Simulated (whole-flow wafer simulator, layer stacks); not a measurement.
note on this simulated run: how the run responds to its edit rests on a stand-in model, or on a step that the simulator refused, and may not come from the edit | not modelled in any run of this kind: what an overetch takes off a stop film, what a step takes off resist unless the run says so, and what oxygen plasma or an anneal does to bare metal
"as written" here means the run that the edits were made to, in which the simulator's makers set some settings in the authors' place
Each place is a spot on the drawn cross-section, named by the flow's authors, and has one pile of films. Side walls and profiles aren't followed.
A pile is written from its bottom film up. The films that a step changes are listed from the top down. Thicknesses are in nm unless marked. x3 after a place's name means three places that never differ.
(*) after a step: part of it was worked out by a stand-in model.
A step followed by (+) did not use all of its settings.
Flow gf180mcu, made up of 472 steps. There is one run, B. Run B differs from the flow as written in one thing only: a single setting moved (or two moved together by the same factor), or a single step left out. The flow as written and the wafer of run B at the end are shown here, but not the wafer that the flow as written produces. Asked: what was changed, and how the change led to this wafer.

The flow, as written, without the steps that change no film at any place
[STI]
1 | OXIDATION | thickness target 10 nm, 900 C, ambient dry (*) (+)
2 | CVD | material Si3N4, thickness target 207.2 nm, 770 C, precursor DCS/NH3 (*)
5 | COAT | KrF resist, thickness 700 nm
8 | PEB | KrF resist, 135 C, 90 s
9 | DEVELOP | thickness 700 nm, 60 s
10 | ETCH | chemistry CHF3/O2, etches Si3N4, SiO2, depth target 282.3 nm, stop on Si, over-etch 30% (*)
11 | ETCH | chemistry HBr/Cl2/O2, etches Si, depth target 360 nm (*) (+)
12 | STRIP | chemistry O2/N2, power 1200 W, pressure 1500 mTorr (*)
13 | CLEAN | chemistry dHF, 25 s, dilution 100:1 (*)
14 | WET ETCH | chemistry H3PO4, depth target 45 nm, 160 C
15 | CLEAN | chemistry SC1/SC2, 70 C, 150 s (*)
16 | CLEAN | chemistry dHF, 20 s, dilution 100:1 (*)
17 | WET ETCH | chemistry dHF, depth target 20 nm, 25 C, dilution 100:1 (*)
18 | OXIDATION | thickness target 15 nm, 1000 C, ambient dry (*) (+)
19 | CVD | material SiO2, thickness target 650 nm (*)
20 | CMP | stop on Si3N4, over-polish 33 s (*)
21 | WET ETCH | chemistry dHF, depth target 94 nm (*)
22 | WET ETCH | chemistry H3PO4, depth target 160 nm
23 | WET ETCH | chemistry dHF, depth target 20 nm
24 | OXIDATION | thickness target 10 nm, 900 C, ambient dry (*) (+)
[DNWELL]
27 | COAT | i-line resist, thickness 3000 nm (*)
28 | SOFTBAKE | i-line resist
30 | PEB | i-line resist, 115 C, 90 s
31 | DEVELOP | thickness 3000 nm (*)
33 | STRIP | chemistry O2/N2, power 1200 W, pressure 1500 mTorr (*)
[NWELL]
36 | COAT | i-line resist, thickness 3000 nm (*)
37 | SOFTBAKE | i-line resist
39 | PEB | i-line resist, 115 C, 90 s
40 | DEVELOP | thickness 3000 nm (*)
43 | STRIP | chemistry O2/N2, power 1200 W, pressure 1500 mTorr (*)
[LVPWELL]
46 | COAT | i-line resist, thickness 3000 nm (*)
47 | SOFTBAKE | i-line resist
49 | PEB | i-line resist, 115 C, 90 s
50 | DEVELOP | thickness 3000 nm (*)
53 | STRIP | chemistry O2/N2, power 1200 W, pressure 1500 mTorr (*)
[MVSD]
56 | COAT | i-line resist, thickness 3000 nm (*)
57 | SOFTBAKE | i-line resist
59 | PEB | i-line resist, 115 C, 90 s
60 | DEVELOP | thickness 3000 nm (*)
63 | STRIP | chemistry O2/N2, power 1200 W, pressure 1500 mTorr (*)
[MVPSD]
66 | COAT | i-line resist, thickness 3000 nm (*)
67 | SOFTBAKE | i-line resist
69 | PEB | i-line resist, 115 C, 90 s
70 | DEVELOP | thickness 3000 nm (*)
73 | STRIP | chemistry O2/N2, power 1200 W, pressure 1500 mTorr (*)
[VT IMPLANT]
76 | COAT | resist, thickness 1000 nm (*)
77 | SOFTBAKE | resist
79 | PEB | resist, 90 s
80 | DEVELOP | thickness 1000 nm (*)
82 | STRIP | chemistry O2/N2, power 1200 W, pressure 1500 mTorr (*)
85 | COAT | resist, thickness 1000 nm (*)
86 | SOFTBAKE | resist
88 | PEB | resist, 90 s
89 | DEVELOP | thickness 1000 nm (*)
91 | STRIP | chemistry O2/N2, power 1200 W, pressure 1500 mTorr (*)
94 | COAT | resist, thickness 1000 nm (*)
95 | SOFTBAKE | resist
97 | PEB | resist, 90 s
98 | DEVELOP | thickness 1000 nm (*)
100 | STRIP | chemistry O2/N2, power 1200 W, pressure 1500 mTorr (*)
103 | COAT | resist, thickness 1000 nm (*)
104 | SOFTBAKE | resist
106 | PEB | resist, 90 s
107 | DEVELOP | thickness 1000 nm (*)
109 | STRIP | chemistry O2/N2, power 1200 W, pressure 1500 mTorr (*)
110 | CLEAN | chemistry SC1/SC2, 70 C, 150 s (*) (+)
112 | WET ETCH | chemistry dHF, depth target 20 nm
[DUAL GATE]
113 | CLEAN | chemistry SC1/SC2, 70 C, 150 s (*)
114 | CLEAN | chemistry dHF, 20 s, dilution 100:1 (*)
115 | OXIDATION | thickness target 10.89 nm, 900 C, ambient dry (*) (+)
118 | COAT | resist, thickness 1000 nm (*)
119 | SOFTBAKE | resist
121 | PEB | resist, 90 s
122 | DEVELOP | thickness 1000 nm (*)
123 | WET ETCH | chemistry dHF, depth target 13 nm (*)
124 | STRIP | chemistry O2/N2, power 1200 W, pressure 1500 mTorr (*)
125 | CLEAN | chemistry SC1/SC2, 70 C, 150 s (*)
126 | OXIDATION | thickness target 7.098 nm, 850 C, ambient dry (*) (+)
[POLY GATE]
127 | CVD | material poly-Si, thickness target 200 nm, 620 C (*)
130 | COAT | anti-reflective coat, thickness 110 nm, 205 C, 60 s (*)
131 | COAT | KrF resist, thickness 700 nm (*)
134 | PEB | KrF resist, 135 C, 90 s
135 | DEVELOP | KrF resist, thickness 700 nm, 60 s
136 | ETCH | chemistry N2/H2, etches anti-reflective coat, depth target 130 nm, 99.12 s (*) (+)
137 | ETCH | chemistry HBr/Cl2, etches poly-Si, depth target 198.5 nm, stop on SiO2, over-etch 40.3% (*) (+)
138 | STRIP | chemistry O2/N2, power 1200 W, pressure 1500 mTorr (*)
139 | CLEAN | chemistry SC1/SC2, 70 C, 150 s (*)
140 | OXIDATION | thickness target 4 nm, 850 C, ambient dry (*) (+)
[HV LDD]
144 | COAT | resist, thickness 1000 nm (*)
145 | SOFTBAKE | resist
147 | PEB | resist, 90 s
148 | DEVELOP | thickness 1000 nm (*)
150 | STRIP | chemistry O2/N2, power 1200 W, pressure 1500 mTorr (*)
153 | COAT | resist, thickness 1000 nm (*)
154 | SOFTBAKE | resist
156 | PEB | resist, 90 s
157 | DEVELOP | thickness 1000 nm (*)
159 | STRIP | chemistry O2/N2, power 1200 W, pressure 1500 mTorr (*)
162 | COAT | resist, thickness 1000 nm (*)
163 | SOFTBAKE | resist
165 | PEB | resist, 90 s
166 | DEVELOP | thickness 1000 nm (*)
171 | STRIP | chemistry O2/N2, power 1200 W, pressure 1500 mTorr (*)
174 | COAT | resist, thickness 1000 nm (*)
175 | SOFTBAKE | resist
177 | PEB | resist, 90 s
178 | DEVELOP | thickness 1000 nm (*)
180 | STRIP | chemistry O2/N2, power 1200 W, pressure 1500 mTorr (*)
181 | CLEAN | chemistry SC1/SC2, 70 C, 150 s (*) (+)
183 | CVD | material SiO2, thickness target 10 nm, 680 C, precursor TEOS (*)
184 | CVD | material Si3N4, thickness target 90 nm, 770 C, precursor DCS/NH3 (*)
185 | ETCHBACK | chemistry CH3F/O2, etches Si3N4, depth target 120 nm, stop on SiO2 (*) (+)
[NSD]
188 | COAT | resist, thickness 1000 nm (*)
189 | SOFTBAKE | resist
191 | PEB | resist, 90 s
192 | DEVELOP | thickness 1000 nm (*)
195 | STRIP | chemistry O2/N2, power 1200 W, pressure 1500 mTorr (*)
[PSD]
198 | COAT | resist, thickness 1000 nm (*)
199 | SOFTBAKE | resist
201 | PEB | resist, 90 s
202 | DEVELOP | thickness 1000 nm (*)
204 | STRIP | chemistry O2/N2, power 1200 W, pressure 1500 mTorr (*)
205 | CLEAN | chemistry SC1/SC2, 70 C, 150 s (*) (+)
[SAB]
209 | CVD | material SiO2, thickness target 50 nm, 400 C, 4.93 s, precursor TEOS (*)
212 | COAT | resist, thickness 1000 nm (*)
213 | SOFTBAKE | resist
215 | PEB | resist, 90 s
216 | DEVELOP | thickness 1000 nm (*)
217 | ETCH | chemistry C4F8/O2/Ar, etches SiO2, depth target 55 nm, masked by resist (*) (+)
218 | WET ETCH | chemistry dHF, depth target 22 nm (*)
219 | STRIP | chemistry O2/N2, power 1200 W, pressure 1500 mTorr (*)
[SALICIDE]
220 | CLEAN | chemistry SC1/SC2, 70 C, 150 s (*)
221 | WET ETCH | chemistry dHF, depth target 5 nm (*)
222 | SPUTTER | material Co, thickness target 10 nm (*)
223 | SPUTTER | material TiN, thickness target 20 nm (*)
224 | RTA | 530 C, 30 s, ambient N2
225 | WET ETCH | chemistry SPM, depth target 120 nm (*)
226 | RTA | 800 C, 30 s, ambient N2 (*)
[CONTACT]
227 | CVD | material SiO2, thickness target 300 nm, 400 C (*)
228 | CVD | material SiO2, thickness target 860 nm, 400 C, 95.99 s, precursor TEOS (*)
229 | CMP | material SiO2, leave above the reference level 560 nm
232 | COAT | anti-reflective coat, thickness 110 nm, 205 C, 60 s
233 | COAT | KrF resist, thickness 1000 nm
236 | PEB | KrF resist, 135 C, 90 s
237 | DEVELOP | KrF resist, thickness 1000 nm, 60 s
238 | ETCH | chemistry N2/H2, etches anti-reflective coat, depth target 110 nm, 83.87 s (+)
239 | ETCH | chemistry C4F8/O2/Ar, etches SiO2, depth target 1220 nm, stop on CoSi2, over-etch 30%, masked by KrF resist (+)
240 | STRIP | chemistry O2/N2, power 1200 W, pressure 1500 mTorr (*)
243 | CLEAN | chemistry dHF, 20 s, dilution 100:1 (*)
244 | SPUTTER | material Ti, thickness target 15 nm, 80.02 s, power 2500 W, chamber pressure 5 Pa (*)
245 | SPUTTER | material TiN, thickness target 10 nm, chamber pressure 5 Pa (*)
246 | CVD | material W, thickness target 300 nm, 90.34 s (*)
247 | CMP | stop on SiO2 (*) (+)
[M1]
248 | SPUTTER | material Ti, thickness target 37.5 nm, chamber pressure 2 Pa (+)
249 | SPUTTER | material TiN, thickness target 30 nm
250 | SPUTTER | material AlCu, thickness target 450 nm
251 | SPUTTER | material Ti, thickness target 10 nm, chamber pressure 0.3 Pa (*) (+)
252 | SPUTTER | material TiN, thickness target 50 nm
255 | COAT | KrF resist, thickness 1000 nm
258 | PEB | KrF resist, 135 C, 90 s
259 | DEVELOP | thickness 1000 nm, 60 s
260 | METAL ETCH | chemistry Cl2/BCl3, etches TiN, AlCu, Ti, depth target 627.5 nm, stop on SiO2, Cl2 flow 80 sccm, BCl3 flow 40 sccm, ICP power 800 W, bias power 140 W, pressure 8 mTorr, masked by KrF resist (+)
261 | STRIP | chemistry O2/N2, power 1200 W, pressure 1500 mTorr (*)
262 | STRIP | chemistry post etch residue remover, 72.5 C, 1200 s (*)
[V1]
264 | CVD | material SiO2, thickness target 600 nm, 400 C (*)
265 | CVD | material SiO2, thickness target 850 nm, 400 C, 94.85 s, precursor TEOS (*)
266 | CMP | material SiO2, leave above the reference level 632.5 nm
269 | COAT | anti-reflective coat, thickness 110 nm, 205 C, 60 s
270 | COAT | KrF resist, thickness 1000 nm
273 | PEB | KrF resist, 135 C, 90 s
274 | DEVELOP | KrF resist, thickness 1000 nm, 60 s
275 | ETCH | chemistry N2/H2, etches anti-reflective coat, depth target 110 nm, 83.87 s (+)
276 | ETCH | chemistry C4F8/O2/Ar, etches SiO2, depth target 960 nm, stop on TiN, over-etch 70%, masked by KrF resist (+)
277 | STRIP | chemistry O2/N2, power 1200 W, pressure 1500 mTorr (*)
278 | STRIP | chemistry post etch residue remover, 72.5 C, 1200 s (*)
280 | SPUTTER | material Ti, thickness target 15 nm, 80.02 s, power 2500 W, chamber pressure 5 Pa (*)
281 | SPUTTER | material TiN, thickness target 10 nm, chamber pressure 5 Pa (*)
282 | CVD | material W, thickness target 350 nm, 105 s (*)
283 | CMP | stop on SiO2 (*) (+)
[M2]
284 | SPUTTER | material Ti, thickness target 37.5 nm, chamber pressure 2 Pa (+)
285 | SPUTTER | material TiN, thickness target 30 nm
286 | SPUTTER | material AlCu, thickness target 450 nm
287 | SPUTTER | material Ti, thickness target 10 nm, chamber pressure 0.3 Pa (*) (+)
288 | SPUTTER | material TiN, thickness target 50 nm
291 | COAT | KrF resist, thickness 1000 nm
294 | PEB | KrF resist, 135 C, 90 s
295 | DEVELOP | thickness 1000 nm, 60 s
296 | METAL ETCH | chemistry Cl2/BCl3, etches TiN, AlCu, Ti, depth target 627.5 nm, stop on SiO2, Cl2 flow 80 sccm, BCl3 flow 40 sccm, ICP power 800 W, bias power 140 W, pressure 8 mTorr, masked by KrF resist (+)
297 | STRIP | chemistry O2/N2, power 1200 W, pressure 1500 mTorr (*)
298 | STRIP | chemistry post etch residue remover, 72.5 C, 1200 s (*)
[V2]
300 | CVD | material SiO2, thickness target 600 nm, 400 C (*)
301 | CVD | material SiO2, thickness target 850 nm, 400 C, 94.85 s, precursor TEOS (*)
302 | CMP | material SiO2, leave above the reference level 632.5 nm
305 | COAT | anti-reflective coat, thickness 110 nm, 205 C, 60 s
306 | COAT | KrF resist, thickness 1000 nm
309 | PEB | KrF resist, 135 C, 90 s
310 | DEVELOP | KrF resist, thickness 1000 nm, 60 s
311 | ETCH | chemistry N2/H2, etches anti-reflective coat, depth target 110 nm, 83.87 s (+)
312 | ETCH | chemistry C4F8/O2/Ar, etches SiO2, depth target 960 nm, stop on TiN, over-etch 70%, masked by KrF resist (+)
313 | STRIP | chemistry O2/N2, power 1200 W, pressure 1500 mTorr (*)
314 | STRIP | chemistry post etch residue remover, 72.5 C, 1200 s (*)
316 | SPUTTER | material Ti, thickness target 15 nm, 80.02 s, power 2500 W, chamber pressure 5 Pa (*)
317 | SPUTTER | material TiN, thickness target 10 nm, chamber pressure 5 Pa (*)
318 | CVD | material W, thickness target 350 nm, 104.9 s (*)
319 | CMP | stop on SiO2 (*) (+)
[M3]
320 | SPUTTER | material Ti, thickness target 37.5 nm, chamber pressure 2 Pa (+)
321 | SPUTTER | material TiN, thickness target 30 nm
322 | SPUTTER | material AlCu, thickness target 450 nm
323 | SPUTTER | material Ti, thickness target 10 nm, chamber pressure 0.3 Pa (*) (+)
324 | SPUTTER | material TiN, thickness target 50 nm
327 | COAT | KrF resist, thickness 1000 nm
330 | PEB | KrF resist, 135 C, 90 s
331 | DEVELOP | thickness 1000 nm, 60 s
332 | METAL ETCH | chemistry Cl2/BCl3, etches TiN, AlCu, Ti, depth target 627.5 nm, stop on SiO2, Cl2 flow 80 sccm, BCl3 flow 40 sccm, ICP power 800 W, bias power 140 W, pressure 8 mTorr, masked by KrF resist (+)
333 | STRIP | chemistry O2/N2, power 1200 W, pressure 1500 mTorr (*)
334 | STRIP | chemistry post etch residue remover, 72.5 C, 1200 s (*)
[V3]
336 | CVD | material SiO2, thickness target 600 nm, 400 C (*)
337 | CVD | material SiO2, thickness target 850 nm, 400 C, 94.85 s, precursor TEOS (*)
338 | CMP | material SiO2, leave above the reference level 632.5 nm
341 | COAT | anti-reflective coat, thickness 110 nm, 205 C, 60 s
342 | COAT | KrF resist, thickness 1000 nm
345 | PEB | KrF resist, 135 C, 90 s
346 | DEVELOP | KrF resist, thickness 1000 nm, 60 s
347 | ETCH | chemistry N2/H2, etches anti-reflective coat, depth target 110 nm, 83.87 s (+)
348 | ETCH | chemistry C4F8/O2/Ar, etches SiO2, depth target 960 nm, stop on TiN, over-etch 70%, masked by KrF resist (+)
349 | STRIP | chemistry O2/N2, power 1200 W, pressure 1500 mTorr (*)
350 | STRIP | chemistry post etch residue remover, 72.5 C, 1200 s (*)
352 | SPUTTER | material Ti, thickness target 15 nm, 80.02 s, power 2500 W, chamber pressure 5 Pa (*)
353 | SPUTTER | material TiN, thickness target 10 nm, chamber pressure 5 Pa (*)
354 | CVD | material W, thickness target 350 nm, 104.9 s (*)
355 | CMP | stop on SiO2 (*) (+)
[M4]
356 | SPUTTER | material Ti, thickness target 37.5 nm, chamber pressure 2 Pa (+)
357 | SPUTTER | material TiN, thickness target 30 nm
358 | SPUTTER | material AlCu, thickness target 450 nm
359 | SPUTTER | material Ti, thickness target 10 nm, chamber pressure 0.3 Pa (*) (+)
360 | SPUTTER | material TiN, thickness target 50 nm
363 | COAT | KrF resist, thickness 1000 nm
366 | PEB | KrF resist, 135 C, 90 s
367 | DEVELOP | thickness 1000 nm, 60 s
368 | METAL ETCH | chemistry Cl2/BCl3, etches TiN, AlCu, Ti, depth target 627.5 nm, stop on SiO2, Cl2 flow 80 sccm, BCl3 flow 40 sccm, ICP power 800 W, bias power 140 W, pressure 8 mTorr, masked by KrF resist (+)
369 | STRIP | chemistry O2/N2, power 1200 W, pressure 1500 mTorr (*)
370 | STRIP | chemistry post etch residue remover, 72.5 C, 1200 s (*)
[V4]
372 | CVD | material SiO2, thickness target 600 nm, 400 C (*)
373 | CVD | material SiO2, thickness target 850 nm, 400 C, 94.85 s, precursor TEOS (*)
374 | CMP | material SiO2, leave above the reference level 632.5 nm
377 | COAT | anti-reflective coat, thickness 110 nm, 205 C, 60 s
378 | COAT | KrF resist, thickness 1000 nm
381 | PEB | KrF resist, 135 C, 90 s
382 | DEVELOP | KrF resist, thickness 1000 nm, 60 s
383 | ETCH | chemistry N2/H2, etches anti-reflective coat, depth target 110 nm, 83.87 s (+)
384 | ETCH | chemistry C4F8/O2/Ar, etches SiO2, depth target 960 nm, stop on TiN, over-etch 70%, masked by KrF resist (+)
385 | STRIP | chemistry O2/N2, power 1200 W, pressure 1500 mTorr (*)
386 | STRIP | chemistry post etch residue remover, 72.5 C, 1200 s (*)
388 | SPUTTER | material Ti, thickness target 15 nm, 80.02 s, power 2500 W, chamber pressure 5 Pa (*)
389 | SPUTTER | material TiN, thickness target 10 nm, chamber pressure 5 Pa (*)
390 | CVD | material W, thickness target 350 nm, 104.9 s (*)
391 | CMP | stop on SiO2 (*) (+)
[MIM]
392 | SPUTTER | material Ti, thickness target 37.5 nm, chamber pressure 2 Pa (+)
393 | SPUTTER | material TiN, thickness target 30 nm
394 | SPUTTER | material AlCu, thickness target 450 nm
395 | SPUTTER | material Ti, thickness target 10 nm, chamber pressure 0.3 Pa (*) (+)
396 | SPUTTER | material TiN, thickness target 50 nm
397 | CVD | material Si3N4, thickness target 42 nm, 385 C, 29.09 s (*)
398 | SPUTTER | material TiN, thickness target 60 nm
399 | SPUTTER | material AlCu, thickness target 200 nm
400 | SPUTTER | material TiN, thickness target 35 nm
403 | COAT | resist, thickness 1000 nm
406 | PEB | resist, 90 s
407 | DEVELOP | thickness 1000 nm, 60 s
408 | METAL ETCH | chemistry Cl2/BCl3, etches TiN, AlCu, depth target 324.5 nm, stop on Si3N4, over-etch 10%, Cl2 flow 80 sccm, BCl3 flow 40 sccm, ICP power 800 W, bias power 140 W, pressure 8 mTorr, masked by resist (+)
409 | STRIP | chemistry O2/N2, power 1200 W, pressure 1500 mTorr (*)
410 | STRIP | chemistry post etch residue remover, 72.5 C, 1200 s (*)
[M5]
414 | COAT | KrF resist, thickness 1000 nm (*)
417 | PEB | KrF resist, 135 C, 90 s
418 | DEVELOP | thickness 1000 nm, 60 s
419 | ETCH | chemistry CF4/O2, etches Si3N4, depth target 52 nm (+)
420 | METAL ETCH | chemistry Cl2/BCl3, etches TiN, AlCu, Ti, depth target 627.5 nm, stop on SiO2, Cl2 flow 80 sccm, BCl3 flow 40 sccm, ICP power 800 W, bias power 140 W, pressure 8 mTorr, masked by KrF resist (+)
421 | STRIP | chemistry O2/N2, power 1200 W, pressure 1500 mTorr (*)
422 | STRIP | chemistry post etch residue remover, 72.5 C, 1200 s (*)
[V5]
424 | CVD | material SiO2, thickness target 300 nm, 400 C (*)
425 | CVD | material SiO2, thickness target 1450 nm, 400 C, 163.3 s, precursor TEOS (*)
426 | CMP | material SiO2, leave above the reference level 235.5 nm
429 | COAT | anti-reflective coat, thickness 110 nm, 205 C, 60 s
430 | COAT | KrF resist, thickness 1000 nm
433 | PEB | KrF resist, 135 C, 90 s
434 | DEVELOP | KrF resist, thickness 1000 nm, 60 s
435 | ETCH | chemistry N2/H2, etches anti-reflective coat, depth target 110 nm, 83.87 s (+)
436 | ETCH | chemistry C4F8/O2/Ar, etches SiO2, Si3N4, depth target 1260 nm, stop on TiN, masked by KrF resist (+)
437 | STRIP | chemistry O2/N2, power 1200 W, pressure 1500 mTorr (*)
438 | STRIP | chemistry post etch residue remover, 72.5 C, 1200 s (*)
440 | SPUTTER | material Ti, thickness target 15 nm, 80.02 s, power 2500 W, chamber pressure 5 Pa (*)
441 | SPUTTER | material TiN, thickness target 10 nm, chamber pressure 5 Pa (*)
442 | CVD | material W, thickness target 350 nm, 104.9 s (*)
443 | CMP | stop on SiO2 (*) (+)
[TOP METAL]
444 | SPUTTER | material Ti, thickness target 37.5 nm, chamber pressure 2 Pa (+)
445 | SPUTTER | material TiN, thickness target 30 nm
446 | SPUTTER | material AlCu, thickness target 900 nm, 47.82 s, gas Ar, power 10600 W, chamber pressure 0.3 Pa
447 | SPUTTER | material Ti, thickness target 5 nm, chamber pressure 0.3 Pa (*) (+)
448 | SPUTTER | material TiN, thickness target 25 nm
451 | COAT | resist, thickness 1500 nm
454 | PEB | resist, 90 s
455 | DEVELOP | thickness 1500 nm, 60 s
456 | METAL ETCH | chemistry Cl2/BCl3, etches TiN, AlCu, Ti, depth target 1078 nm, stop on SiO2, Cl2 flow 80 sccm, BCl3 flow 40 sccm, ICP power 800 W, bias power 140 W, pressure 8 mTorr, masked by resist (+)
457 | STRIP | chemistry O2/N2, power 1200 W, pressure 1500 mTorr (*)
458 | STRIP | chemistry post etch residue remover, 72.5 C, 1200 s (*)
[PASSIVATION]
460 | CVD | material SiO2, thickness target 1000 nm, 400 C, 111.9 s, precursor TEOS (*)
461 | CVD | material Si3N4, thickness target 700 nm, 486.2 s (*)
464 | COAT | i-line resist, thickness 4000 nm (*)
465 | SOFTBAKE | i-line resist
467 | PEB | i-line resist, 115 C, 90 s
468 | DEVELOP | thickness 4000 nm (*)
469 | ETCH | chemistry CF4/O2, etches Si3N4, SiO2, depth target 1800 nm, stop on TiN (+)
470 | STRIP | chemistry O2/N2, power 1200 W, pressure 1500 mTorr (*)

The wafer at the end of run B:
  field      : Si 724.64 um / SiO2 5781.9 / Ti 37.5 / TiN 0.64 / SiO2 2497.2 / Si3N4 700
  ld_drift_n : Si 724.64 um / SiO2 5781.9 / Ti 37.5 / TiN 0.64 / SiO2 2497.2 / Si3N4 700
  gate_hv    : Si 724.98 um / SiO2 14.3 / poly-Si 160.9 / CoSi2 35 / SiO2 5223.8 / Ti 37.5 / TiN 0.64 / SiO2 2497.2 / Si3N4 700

The reason: step 394, SPUTTER: thickness target 540 nm was run, whereas the flow has thickness target 450 nm.

The path from the change to this, step by step:
  394 | SPUTTER | material AlCu, thickness target 450 nm
      field, field__w1, field__w2 and 108 more: AlCu gains 540 (new film) (it would be, as written: AlCu gains 450 (new film))
  420 | METAL ETCH | chemistry Cl2/BCl3, etches TiN, AlCu, Ti, depth target 627.5 nm, stop on SiO2, Cl2 flow 80 sccm, BCl3 flow 40 sccm, ICP power 800 W, bias power 140 W, pressure 8 mTorr, masked by KrF resist (+)
      field, field__w1, field__w2 and 101 more: TiN loses 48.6 (all of it), Ti loses 10 (all of it), AlCu loses 540 (all of it), TiN loses 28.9 (it would be, as written: TiN loses 48.6 (all of it), Ti loses 10 (all of it), AlCu loses 450 (all of it), TiN loses 30 (all of it), Ti loses 37.5 (all of it))
  424 | CVD | material SiO2, thickness target 300 nm, 400 C (*)
      field, field__w1, field__w2 and 101 more: SiO2 gains 300 (new film) (it would be, as written: SiO2 gains 300)
  426 | CMP | material SiO2, leave above the reference level 235.5 nm
      field, field__w1, field__w5 and 92 more: SiO2 loses 249 (it would be, as written: SiO2 loses 300.8)
      field__w2, field__w3, field__w12 and 6 more: SiO2 loses 218.5 (it would be, as written: SiO2 loses 272.7)
Taking metal films that touch as one body, field has 1 body; the flow as written gives 0 bodies.
Taking metal films that touch as one body, ld_drift_n has 1 body; the flow as written gives 0 bodies.
Taking metal films that touch as one body, gate_hv has 2 bodies (between them, from the top down: SiO2 5223.8); the flow as written gives 1 body.
